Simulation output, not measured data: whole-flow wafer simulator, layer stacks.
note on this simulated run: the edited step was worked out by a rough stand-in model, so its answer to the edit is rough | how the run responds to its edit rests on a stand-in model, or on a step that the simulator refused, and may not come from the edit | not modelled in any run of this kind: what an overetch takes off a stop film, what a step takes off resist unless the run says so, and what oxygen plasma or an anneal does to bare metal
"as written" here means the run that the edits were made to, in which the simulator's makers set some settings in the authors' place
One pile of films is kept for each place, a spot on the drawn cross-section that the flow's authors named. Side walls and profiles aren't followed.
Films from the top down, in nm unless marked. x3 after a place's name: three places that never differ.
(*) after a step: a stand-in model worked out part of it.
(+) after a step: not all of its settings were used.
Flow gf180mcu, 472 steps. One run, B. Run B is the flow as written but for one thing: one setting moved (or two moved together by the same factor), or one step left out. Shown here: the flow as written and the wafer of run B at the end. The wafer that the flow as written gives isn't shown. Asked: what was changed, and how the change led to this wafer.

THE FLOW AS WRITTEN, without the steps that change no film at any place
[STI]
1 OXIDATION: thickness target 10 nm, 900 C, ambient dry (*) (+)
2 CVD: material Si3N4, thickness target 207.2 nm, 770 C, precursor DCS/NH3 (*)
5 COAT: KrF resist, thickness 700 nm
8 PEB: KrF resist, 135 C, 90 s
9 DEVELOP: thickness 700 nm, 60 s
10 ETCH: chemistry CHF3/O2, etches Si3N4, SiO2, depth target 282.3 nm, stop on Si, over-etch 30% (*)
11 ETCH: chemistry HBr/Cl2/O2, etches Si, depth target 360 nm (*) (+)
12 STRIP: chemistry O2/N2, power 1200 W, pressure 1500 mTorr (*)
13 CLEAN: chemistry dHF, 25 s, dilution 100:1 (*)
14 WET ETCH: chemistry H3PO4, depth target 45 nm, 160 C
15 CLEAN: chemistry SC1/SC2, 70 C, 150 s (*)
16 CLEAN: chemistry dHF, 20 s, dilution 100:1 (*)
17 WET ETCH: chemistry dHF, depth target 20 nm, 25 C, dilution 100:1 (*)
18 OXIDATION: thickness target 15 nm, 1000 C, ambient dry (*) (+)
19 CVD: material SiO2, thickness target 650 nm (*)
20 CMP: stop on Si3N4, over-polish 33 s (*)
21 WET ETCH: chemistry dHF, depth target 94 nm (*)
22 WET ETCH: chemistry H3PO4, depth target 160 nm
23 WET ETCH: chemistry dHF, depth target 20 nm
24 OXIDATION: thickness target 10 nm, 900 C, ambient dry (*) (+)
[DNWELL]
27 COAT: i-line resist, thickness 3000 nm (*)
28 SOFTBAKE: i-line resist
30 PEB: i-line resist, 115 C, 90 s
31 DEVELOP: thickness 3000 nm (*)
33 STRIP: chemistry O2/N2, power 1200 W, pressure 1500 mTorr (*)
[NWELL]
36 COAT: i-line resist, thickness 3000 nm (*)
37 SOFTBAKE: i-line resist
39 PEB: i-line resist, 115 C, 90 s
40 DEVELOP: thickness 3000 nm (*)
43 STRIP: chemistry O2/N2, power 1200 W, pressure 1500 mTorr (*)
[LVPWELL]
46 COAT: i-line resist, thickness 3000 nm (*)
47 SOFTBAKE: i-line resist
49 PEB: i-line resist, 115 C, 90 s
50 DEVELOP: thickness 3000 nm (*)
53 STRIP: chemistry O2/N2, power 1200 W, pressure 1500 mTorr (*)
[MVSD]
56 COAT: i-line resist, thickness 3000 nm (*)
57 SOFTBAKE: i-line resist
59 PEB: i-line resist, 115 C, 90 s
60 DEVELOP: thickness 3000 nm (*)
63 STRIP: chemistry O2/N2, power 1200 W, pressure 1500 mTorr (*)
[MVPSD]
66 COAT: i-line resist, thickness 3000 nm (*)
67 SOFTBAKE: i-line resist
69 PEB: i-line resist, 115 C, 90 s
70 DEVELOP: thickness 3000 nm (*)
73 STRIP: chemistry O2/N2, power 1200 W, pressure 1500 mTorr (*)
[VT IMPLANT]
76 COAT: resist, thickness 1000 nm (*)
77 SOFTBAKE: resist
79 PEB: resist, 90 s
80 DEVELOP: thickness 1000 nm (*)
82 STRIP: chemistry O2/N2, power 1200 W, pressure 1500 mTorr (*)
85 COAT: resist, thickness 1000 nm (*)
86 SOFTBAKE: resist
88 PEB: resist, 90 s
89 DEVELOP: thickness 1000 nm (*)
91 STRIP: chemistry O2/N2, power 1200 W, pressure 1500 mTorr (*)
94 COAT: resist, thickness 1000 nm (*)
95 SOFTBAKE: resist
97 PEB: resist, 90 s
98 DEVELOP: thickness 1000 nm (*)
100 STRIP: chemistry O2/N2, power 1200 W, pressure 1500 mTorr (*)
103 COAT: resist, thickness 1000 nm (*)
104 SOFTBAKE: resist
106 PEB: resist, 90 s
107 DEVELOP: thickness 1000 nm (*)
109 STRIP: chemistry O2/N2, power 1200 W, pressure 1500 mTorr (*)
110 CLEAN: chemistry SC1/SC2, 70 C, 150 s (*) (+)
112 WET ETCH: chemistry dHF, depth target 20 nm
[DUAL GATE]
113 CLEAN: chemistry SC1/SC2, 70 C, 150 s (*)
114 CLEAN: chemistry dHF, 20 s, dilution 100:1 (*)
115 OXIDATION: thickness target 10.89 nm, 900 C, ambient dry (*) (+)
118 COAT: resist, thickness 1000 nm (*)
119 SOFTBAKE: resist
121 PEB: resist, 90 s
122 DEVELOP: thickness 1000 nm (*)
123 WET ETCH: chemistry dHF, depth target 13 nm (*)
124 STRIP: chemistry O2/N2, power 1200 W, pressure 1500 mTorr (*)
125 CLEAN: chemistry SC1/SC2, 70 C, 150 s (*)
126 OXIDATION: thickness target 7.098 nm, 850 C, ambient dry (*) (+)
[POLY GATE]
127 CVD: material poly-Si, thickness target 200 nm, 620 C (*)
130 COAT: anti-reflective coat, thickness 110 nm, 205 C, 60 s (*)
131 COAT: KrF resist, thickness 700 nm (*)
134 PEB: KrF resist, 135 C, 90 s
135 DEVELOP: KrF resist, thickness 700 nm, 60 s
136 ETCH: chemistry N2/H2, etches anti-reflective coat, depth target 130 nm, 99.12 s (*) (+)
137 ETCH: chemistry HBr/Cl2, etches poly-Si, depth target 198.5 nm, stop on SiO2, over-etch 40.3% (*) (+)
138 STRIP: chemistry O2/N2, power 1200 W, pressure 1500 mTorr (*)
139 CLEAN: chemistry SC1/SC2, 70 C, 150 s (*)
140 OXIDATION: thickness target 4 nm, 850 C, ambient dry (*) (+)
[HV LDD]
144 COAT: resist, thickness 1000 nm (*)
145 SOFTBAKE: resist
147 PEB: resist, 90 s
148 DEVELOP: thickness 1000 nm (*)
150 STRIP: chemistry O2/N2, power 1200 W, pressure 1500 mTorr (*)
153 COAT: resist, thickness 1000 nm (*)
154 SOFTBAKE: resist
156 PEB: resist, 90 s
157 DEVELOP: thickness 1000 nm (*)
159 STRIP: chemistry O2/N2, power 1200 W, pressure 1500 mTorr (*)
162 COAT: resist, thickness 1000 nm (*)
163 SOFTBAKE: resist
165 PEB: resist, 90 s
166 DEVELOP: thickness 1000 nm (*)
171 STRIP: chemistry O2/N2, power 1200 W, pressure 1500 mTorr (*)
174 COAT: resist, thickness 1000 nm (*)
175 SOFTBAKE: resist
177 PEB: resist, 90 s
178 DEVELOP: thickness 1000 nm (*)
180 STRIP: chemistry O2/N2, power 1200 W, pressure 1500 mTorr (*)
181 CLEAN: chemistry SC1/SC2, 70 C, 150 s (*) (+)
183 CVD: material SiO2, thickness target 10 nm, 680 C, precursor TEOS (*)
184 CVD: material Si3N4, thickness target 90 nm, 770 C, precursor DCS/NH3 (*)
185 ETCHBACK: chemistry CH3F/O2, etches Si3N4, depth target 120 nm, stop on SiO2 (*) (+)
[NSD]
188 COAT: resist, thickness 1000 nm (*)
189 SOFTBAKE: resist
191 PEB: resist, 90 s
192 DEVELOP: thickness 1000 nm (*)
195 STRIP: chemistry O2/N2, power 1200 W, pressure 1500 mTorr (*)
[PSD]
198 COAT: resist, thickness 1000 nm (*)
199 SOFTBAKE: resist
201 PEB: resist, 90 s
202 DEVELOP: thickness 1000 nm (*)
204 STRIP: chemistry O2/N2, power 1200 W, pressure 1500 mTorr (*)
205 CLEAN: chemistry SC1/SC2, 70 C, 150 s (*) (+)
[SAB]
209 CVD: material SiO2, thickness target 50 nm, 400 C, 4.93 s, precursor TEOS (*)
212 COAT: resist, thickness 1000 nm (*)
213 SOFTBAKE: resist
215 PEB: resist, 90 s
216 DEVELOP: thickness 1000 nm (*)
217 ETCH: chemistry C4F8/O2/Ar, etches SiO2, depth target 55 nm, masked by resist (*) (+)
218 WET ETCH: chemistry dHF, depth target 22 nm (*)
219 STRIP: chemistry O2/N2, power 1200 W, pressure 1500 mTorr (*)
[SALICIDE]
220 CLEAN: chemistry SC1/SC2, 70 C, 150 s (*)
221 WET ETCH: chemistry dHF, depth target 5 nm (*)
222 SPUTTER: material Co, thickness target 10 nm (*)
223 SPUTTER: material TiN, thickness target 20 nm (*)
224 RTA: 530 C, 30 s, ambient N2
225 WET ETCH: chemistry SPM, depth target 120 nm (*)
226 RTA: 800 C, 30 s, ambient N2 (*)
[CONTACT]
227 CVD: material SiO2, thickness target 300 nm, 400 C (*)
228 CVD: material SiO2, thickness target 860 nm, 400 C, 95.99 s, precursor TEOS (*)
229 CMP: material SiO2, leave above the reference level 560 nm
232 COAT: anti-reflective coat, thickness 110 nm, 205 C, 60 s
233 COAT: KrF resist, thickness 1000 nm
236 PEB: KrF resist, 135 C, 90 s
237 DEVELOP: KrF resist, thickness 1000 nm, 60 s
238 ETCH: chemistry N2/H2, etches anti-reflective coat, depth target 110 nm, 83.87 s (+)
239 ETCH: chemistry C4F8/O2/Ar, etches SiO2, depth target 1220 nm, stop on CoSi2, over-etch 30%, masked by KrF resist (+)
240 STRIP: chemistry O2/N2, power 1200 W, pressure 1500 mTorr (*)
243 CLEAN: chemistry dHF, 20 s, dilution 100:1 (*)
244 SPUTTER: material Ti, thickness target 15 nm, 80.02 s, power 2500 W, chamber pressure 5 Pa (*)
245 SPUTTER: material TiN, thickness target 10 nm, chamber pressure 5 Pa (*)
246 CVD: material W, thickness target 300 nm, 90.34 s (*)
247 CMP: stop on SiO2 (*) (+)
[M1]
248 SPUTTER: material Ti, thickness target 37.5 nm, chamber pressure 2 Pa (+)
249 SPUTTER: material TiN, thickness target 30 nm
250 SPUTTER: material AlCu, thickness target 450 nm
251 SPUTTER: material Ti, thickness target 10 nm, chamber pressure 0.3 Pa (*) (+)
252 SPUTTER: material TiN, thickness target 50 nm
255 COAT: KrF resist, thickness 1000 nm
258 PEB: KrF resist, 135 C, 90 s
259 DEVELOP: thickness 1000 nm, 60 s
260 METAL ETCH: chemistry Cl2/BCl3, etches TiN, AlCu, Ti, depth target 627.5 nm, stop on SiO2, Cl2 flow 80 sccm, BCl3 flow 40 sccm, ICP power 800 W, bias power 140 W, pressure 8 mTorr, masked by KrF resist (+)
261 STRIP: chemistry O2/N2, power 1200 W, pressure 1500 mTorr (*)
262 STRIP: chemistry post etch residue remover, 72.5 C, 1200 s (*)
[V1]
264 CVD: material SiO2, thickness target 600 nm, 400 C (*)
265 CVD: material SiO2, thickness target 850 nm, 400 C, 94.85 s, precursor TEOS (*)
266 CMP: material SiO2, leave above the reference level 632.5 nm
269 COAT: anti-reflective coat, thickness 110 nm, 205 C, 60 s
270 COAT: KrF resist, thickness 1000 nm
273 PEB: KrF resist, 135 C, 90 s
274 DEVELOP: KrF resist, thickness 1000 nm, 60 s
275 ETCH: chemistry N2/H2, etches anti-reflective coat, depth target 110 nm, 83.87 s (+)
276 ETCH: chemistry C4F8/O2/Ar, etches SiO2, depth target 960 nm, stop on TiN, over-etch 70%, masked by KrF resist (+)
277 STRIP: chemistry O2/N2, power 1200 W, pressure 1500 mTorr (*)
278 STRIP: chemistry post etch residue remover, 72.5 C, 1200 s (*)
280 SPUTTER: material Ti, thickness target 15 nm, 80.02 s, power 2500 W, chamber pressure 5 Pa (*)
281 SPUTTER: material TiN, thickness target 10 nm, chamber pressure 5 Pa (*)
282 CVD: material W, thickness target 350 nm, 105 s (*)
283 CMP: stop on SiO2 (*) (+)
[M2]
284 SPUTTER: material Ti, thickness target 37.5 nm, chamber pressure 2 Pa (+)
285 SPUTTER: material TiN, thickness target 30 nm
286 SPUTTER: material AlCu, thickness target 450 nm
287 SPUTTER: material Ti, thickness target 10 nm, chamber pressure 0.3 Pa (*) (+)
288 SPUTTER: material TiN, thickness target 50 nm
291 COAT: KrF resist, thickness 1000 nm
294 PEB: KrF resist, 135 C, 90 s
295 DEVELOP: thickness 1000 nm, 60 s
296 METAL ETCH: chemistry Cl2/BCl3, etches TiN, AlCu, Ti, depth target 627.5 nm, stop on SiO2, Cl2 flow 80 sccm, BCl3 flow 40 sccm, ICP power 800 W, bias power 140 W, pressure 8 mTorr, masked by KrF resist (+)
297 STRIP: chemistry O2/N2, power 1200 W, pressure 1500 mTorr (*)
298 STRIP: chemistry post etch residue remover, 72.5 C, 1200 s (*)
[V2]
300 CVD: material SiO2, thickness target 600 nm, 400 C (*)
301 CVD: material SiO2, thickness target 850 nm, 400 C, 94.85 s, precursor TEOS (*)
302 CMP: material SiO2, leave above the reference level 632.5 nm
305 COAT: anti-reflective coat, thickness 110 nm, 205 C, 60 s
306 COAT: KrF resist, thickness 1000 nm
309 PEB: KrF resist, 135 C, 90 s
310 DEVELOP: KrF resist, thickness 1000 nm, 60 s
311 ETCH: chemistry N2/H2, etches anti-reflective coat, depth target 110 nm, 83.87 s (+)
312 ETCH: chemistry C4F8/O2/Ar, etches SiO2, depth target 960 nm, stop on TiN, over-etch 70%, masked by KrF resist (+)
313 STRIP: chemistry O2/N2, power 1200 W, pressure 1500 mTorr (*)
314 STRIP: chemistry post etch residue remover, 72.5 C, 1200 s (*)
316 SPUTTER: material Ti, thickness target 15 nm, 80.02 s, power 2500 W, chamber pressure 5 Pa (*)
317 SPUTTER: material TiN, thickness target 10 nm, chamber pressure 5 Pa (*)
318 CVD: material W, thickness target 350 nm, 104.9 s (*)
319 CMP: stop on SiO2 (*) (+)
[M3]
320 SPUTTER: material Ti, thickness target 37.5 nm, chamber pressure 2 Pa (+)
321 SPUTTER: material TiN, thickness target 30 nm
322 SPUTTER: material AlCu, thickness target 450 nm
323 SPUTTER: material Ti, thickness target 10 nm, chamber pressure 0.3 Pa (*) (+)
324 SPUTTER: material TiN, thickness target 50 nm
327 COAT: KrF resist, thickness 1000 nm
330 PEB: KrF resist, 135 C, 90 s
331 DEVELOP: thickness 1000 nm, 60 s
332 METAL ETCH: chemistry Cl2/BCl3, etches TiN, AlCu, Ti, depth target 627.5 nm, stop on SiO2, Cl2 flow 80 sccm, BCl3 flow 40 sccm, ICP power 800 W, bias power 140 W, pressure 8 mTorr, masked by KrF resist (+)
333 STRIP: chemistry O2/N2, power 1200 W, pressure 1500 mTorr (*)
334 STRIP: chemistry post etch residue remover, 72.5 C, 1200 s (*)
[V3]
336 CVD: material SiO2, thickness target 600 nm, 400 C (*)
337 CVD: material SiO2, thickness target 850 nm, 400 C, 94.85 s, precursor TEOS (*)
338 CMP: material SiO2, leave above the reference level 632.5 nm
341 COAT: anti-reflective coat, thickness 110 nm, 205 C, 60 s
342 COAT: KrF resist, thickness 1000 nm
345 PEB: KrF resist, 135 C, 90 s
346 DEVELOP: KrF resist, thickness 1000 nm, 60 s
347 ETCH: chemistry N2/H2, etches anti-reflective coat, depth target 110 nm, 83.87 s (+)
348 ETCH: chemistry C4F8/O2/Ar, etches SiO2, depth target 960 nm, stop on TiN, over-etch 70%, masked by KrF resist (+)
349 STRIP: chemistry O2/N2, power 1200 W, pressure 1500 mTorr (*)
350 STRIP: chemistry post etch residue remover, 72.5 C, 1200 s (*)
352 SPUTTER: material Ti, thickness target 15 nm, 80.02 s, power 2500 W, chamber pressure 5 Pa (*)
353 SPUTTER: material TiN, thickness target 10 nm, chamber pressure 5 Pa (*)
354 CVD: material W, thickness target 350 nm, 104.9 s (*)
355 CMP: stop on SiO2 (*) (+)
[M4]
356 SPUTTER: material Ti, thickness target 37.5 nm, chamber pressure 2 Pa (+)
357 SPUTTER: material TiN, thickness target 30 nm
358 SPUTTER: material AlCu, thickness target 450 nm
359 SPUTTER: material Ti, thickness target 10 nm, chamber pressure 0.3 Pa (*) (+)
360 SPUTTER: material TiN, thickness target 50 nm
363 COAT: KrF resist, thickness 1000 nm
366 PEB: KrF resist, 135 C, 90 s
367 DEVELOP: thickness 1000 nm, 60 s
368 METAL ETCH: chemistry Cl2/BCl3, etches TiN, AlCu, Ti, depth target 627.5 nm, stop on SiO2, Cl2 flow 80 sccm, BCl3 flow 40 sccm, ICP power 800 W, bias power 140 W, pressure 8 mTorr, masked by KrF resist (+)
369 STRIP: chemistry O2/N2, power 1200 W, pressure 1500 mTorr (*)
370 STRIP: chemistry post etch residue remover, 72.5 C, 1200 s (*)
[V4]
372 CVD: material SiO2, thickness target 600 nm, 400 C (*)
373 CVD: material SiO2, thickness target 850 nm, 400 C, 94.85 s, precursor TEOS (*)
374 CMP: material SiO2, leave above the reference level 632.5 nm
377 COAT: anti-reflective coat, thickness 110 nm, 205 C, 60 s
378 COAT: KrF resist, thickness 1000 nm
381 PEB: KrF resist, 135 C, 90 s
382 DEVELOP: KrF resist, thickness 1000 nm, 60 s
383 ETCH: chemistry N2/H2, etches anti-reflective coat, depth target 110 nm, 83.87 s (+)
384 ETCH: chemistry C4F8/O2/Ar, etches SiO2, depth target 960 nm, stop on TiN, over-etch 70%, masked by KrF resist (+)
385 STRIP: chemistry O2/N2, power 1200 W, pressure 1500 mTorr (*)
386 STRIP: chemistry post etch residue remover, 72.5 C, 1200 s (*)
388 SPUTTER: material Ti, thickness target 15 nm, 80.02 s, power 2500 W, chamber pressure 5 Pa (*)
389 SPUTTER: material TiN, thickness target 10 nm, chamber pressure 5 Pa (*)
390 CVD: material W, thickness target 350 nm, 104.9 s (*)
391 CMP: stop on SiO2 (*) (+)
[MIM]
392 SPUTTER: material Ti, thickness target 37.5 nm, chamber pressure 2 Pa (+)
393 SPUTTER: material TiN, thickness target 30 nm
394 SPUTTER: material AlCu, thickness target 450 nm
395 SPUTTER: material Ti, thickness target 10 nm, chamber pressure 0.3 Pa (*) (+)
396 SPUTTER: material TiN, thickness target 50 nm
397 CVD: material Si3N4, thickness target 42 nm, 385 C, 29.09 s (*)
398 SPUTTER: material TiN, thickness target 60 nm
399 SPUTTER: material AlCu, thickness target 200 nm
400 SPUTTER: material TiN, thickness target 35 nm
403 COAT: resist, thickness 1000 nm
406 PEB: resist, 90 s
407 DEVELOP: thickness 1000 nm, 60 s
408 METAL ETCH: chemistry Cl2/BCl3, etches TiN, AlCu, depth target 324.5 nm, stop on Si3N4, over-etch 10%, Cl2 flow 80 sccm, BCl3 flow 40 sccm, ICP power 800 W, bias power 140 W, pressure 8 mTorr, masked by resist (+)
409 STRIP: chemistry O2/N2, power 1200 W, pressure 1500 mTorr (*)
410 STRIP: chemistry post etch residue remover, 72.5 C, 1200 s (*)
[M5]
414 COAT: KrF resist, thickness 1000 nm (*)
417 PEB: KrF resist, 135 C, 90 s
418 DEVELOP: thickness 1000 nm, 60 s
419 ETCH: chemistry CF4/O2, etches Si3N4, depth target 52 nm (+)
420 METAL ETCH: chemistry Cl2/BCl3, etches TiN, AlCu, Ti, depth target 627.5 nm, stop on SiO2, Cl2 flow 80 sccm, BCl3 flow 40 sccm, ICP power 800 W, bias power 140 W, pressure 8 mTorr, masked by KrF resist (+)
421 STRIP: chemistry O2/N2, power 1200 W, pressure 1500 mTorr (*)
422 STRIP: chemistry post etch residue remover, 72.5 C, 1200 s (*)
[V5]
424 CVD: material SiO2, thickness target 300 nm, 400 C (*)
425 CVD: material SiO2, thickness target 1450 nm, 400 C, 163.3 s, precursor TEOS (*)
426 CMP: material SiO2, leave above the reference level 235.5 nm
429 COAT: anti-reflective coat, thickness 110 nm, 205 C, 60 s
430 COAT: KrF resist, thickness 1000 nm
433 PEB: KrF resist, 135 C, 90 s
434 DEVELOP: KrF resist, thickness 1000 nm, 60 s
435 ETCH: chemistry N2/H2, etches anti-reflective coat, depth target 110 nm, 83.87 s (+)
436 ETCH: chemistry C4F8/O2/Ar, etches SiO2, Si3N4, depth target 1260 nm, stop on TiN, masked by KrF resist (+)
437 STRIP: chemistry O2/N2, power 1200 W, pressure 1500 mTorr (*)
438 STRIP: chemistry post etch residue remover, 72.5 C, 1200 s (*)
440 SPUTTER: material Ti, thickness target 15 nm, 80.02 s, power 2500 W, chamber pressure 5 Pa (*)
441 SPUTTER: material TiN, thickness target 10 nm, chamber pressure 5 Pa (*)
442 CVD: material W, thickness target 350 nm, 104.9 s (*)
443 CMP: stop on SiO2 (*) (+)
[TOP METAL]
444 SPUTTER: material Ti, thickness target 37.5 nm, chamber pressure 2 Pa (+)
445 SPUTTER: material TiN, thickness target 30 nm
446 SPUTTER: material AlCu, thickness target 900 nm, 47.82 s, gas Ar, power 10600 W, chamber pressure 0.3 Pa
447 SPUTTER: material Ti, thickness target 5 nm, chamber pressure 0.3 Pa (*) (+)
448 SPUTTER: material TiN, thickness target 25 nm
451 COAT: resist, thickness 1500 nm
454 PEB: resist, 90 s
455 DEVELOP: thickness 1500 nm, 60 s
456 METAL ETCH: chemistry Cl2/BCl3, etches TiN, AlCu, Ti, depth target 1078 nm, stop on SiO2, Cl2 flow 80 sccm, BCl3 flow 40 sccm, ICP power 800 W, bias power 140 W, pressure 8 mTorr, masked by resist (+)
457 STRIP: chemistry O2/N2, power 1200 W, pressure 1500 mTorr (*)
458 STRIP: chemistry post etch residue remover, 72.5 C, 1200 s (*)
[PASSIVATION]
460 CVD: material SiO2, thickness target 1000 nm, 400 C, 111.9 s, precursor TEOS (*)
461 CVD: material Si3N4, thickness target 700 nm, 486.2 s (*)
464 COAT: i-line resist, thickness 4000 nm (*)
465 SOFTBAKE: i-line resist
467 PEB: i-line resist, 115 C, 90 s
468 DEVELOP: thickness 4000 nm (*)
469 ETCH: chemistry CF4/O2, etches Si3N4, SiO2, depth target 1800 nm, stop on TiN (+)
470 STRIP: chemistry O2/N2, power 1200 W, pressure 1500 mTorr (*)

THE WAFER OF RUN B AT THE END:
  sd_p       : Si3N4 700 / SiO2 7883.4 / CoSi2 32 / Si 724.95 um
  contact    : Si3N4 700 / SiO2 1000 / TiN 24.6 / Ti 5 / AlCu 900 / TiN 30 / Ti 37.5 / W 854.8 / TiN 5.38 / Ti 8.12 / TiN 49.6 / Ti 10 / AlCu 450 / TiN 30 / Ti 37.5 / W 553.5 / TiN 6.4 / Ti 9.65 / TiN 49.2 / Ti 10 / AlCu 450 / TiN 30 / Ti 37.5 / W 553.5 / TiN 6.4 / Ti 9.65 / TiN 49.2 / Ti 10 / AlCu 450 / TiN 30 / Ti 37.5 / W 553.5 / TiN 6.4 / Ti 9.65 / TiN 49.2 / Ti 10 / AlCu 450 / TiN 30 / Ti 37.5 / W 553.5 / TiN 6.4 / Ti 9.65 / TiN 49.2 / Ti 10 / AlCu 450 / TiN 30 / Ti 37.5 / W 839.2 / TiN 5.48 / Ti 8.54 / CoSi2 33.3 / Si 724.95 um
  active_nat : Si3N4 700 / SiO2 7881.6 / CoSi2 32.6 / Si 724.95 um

The cause: step 185, ETCHBACK: depth target 168 nm was run, where the flow has depth target 120 nm.

How the change led to this, step by step:
  185 ETCHBACK: chemistry CH3F/O2, etches Si3N4, depth target 120 nm, stop on SiO2 (*) (+)
      field, field__w1, field__w2 and 100 more: Si3N4 -90 (all of it), SiO2 -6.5 (as written it would be: Si3N4 -90 (all of it), SiO2 -2.5)
  189 SOFTBAKE: resist
      nw_sep_fld: resist -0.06 (as written it would be: resist +1.07)
  199 SOFTBAKE: resist
      nw_sep_fld: resist -0.06 (as written it would be: resist +1.07)
  218 WET ETCH: chemistry dHF, depth target 22 nm (*)
      gate, gate_hv, gate_p and 23 more: SiO2 -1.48 (all of it) (as written it would be: SiO2 -5.48 (all of it))
      active, p_well, sd_n, iso_ptap_pw, iso_ntap_nw, iso_ptap_sub, vpnp_e: SiO2 -5.01 (all of it) (as written it would be: SiO2 -9.01 (all of it))
      (and at 16 more places)
  222 SPUTTER: material Co, thickness target 10 nm (*)
      field__w2: Co +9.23 (new film) (as written it would be: Co +8.65 (new film))
      field__w3: Co +8.74 (new film) (as written it would be: Co +8.06 (new film))
      (and at 1 more place)
  223 SPUTTER: material TiN, thickness target 20 nm (*)
      field__w2: TiN +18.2 (new film) (as written it would be: TiN +17 (new film))
      field__w3: TiN +17.2 (new film) (as written it would be: TiN +15.7 (new film))
      (and at 4 more places)
  224 RTA: 530 C, 30 s, ambient N2
      ld_sd_n: under 1 film: CoSi +17 (new film), Co -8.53 (all of it), Si -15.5 (as written it would be: under 1 film: CoSi +16.1 (new film), Co -8.09 (all of it), Si -14.7)
      ld_drn_n: under 1 film: CoSi +18.6 (new film), Co -9.34 (all of it), Si -16.9 (as written it would be: under 1 film: CoSi +17.9 (new film), Co -9.02 (all of it), Si -16.4)
      (and at 1 more place)
  225 WET ETCH: chemistry SPM, depth target 120 nm (*)
      field__w2: TiN -18.2 (all of it), Co -9.23 (all of it) (as written it would be: TiN -17 (all of it), Co -8.65 (all of it))
      field__w3: TiN -17.2 (all of it), Co -8.74 (all of it) (as written it would be: TiN -15.7 (all of it), Co -8.06 (all of it))
      (and at 4 more places)
  226 RTA: 800 C, 30 s, ambient N2 (*)
      active_nat: CoSi2 +32.6 (new film), CoSi -18.5 (all of it), Si -16.9 (as written it would be: CoSi2 +31.8 (new film), CoSi -18.1 (all of it), Si -16.5)
      ld_sd_n: CoSi2 +29.8 (new film), CoSi -17 (all of it), Si -15.5 (as written it would be: CoSi2 +28.3 (new film), CoSi -16.1 (all of it), Si -14.7)
      (and at 3 more places)
  229 CMP: material SiO2, leave above the reference level 560 nm
      field__w3: SiO2 -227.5 (as written it would be: SiO2 -232.4)
      field__w12: SiO2 -227.3 (as written it would be: SiO2 -232.2)
      (and at 1 more place)
